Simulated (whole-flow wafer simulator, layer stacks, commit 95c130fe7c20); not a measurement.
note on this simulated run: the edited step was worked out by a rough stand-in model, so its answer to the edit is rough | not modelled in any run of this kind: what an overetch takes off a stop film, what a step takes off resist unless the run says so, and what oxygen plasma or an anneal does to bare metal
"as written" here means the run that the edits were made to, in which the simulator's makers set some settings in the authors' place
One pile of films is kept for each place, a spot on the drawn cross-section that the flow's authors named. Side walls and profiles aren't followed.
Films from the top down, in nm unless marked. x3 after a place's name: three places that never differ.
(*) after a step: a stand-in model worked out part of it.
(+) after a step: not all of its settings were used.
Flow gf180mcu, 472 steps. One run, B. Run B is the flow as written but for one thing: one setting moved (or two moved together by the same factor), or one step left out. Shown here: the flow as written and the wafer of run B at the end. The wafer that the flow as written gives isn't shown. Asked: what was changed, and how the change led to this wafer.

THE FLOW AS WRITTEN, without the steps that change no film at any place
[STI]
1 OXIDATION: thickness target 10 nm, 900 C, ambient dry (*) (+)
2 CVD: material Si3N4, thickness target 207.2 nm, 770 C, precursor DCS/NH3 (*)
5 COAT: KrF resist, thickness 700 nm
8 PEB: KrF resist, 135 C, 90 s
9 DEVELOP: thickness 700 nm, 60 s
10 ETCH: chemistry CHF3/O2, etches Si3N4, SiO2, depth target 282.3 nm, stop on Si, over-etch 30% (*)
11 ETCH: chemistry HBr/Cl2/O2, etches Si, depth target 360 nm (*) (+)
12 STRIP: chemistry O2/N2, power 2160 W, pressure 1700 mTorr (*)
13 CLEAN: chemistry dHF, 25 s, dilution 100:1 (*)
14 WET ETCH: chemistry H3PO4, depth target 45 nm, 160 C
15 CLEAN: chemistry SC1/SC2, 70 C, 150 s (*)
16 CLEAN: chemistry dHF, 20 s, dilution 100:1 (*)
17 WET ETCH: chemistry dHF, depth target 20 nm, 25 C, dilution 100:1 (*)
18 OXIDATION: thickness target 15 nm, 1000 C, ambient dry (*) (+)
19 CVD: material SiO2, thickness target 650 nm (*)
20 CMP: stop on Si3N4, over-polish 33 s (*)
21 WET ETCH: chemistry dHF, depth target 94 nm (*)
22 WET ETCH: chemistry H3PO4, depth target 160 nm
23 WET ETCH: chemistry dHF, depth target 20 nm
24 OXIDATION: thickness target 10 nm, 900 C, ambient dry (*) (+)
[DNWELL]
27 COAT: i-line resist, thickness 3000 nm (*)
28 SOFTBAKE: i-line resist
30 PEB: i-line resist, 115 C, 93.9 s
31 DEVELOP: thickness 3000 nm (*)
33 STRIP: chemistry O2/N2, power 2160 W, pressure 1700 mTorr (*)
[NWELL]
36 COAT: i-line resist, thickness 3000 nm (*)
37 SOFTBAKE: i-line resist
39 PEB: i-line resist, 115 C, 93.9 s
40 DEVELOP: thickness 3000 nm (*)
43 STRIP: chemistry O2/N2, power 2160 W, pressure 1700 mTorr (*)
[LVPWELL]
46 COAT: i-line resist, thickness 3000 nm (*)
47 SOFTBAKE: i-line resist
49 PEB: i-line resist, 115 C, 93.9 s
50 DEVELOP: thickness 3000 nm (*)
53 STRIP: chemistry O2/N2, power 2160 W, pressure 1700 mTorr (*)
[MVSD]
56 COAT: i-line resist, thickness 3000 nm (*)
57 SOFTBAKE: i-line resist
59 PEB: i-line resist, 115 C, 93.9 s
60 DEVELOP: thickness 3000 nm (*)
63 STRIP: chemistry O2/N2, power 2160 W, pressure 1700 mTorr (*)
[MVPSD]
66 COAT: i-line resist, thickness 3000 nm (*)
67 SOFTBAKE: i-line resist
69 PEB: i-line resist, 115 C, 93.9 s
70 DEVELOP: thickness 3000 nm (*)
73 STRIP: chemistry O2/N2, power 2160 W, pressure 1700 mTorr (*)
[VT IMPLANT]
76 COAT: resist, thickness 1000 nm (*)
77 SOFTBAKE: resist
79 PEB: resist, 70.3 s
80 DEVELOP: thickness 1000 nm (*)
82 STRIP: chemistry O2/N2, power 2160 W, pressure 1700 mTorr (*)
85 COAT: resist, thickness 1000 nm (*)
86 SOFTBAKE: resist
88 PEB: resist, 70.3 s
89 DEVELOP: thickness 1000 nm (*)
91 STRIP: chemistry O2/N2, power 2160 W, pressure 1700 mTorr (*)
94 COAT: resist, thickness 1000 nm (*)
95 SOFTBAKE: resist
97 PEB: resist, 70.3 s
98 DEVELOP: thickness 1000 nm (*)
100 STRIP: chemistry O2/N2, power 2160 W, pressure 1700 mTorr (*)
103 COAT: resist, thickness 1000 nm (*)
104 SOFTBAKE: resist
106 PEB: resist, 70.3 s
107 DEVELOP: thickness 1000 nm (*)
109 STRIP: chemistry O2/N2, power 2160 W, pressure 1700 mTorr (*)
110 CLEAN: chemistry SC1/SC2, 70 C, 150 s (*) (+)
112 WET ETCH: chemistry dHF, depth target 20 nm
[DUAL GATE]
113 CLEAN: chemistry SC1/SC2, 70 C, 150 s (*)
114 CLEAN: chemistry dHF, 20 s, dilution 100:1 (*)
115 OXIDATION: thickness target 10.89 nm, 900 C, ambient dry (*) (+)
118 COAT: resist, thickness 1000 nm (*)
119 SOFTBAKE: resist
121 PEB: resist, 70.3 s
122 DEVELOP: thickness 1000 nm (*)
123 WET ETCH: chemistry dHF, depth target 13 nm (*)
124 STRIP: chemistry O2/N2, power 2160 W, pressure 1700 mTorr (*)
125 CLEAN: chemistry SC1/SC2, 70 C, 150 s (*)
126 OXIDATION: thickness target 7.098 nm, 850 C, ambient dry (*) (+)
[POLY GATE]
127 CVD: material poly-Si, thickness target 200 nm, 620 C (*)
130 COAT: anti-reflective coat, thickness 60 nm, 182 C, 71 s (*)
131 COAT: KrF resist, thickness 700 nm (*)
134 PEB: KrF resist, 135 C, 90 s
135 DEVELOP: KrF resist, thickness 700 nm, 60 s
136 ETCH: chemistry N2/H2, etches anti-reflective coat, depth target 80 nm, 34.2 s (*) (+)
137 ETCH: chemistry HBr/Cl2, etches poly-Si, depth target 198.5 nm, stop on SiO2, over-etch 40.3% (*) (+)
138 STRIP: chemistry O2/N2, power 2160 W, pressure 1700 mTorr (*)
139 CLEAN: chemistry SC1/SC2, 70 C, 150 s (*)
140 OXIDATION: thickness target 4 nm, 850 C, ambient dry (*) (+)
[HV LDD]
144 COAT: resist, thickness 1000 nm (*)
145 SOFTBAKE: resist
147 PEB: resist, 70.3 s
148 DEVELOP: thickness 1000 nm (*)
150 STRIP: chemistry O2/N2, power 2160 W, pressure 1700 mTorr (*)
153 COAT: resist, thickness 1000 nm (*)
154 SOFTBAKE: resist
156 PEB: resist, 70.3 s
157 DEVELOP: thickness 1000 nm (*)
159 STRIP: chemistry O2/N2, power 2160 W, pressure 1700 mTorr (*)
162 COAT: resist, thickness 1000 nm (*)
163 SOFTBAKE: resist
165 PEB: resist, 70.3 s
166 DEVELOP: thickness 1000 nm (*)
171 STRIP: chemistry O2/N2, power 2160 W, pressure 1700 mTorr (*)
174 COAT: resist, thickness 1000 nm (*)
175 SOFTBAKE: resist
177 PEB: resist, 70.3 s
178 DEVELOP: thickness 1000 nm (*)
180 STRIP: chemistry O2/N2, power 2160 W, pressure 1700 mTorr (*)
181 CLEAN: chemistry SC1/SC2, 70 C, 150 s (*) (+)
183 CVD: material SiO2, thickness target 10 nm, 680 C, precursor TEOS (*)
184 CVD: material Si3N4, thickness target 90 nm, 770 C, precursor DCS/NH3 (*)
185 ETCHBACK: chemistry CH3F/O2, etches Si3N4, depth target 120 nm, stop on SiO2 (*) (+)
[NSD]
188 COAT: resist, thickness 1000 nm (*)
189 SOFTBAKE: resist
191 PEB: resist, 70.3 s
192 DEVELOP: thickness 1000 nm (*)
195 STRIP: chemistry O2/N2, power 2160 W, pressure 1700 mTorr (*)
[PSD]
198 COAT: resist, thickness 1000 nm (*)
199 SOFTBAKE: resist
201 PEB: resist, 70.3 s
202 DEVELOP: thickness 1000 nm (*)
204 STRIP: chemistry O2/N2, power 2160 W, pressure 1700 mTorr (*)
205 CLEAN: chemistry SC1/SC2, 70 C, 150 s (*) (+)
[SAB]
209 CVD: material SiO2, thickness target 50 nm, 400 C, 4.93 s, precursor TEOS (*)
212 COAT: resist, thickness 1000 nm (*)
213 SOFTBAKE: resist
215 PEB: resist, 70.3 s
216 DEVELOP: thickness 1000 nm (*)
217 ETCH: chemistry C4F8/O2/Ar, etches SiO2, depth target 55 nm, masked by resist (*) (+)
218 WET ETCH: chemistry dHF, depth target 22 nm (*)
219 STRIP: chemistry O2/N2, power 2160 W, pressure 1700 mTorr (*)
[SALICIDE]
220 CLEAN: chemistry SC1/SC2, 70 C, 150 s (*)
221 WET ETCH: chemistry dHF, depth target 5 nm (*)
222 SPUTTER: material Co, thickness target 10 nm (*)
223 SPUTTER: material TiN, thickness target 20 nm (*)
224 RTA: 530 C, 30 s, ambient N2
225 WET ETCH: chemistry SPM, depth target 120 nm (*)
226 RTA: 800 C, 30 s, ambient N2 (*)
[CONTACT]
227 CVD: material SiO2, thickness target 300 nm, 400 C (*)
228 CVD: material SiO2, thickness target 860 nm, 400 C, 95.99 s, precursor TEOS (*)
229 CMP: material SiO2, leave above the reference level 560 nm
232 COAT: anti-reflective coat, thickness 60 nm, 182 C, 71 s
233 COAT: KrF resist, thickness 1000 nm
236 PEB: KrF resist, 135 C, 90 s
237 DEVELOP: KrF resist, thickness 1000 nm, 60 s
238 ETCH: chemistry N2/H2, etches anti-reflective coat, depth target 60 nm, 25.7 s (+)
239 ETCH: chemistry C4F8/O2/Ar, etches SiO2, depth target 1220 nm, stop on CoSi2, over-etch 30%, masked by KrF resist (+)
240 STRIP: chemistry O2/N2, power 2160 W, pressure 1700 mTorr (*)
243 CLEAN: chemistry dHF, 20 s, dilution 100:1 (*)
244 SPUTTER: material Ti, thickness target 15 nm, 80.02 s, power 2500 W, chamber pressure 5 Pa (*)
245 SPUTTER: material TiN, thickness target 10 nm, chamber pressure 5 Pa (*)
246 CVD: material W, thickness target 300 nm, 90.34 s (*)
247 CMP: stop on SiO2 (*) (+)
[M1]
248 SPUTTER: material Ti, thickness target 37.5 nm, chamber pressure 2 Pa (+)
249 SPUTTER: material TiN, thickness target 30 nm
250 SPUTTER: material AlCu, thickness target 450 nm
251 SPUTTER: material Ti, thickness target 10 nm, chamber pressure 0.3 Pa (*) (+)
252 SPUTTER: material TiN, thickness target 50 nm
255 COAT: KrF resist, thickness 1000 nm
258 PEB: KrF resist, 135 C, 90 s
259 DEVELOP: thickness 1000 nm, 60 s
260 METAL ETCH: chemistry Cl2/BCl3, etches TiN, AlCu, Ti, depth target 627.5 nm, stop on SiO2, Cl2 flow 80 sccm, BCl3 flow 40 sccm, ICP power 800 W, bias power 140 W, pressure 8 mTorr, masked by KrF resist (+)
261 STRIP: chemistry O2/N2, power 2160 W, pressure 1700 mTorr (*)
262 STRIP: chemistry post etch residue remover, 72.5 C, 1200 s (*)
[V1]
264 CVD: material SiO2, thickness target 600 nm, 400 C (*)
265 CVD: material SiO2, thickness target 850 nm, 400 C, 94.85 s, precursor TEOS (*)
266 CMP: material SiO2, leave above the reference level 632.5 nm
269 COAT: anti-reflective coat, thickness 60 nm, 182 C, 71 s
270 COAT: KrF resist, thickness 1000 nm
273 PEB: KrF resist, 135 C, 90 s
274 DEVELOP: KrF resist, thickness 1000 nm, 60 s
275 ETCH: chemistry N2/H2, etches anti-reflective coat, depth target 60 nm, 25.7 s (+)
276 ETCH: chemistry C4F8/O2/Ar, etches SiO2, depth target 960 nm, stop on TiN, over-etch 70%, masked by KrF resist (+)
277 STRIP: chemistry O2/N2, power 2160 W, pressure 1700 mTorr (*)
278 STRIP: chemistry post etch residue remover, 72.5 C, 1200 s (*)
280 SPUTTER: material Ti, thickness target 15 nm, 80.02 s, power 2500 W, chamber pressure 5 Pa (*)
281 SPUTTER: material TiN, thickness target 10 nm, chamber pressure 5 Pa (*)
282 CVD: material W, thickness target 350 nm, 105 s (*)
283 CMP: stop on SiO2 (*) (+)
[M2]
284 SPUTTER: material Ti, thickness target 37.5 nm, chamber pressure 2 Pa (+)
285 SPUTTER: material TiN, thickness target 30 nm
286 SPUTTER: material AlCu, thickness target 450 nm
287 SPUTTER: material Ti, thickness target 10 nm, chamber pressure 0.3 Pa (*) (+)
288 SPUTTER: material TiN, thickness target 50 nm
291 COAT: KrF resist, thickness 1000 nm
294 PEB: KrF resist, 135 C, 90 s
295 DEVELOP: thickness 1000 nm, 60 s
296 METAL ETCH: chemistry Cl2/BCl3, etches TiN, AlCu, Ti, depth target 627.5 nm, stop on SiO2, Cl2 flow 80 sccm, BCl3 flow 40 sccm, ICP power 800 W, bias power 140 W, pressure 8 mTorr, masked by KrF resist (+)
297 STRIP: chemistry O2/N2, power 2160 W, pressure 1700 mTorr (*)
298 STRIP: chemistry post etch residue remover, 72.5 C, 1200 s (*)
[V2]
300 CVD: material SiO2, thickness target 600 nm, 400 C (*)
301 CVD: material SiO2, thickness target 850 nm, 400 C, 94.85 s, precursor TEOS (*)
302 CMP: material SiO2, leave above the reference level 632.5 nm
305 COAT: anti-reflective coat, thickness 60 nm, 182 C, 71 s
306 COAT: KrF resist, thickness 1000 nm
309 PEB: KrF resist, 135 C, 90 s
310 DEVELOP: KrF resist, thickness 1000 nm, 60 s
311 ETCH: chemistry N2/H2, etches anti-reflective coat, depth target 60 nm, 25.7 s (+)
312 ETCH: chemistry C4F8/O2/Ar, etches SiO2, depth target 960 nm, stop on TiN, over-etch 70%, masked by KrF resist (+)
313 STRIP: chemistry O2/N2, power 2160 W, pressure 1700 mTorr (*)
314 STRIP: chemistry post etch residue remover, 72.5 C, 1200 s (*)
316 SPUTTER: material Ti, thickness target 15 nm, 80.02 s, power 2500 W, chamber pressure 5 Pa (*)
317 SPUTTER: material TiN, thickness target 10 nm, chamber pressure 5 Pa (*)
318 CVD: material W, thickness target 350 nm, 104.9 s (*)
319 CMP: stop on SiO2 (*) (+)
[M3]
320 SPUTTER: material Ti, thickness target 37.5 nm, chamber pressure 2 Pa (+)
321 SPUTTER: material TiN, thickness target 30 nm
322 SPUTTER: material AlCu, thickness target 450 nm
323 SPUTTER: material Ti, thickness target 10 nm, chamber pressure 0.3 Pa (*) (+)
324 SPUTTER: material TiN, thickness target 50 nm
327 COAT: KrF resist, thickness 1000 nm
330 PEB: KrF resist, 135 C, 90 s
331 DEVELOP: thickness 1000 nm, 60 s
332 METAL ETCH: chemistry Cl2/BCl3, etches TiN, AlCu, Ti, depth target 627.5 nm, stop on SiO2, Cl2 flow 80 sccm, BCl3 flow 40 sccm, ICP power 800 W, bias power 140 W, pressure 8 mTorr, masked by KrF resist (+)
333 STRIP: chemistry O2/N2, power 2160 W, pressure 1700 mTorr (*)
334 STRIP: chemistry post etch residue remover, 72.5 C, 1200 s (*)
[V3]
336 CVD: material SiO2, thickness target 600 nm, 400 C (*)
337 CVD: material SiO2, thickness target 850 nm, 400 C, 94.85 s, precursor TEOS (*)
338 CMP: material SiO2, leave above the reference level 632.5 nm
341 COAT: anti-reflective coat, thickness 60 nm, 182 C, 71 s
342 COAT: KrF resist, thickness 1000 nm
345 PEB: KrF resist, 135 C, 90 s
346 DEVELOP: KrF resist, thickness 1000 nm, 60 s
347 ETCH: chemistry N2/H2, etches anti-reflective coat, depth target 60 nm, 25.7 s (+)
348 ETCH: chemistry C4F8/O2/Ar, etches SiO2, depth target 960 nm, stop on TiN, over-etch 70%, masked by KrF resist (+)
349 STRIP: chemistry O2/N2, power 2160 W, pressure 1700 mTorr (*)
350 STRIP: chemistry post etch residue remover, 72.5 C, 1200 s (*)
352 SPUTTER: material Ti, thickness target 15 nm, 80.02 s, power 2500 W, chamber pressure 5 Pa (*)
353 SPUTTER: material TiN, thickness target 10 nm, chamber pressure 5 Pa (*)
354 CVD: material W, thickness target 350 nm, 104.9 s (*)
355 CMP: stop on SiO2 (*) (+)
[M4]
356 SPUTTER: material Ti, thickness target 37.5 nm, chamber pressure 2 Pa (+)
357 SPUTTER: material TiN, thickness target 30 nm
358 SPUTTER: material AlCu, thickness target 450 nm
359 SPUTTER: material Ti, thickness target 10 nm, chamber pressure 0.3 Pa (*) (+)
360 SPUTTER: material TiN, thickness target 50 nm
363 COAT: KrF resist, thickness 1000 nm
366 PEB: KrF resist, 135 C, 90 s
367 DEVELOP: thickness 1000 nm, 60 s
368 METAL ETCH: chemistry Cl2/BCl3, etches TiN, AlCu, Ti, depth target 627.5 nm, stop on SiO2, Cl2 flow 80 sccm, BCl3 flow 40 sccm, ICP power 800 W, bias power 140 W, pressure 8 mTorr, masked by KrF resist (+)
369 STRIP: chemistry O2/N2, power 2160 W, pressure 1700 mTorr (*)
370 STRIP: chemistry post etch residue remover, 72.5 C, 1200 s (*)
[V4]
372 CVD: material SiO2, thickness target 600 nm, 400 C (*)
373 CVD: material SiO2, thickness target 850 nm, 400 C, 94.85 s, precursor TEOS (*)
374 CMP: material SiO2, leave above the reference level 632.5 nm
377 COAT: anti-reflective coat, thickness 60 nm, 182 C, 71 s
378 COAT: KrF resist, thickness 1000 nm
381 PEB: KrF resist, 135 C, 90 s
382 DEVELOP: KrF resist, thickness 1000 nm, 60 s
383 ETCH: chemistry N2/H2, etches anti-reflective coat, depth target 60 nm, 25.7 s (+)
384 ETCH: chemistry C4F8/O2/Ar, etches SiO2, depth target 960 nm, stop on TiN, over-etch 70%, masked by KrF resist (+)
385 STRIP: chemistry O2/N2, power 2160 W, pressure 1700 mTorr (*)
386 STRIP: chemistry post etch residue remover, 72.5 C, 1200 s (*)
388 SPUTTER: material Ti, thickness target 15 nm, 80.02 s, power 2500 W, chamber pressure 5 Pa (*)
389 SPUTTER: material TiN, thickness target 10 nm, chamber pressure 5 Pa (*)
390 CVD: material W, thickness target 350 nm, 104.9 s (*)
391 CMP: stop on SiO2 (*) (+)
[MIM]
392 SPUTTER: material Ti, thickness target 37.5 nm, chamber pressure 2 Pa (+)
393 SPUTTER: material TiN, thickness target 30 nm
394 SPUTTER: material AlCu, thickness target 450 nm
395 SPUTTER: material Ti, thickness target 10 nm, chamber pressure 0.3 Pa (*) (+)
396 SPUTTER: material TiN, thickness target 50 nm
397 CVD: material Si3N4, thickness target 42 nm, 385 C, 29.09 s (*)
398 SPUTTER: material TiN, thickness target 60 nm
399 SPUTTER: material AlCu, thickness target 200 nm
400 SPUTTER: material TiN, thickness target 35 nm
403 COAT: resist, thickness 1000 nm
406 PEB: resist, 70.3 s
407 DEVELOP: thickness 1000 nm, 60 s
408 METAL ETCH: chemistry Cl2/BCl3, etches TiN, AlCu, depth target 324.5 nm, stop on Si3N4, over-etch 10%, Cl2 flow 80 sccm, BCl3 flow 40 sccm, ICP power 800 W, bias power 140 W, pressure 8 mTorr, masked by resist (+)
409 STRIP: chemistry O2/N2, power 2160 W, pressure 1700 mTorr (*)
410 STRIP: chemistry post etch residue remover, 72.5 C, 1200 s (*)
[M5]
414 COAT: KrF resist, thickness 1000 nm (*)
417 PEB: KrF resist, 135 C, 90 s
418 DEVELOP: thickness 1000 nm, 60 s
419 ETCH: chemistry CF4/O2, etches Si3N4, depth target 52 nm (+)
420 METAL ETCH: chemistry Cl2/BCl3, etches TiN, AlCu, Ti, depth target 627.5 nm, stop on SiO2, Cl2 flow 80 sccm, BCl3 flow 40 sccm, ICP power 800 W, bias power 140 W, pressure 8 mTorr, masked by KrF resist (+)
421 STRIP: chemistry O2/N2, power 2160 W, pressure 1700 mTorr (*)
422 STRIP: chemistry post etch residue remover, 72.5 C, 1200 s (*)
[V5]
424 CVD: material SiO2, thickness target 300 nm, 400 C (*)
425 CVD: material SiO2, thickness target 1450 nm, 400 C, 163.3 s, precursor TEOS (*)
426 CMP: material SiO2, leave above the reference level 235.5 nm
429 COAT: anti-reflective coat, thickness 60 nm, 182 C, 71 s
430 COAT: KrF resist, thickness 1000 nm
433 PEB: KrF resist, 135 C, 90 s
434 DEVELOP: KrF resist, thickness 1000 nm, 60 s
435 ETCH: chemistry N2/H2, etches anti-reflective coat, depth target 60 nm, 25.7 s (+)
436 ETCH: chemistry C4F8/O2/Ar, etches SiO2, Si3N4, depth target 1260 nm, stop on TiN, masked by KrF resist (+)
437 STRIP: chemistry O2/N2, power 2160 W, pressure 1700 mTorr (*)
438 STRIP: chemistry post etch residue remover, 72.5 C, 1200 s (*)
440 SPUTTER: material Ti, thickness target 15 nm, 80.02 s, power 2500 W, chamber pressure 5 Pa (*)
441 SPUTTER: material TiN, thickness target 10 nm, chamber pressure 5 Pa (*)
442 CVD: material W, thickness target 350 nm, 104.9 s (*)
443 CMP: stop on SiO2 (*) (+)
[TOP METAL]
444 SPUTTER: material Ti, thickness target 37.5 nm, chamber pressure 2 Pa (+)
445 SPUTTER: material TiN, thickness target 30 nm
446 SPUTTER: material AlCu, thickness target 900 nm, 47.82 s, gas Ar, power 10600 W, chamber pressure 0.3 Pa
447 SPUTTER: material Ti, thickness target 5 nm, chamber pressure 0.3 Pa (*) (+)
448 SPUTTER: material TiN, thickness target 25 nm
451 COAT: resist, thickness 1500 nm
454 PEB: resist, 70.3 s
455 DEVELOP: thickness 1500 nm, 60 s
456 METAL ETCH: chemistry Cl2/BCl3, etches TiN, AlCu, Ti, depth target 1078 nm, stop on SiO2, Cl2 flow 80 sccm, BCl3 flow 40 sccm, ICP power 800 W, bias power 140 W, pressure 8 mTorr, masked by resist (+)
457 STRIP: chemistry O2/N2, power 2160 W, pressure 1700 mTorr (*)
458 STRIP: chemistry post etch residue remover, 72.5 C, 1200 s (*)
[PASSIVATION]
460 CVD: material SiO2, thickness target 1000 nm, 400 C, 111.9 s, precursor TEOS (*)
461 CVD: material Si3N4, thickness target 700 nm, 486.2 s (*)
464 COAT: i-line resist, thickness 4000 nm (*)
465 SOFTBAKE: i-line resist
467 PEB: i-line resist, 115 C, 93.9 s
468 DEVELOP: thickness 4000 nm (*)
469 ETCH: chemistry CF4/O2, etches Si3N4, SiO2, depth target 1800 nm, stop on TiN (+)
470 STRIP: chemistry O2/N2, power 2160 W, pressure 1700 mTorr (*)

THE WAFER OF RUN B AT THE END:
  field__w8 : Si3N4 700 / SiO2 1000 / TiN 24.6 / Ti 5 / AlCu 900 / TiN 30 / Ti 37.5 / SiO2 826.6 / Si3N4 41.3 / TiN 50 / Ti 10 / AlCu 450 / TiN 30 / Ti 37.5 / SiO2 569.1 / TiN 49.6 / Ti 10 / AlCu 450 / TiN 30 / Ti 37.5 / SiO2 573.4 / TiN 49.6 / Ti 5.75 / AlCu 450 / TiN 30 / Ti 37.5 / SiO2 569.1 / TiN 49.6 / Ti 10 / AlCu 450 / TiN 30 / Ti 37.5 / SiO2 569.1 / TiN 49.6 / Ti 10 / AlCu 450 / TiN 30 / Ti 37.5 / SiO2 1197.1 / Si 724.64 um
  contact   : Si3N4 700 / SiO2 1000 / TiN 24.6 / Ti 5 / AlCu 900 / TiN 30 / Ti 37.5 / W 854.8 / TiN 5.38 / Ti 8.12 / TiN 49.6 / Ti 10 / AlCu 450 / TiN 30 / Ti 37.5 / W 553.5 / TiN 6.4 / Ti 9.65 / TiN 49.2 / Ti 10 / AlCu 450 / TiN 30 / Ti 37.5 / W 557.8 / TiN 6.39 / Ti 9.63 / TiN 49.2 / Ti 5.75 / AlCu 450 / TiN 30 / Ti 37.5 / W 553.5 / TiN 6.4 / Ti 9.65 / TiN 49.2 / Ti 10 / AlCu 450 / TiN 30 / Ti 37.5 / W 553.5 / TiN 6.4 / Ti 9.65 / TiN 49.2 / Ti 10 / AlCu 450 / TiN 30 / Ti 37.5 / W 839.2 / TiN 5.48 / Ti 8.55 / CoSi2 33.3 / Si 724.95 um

The cause: step 323, SPUTTER: thickness target 5.75 nm was run, where the flow has thickness target 10 nm.
It can be read off the wafer: field__w8 has Ti 5.75, and step 323 as written asks for 10 nm.

How the change led to this, step by step:
  323 SPUTTER: material Ti, thickness target 10 nm, chamber pressure 0.3 Pa (*) (+)
      field, field__w1, field__w2 and 108 more: Ti +5.75 (new film) (as written it would be: Ti +10 (new film))
  332 METAL ETCH: chemistry Cl2/BCl3, etches TiN, AlCu, Ti, depth target 627.5 nm, stop on SiO2, Cl2 flow 80 sccm, BCl3 flow 40 sccm, ICP power 800 W, bias power 140 W, pressure 8 mTorr, masked by KrF resist (+)
      field, field__w1, field__w2 and 103 more: TiN -50 (all of it), Ti -5.75 (all of it), AlCu -450 (all of it), TiN -30 (all of it), Ti -37.5 (all of it) (as written it would be: TiN -50 (all of it), Ti -10 (all of it), AlCu -450 (all of it), TiN -30 (all of it), Ti -37.5 (all of it))
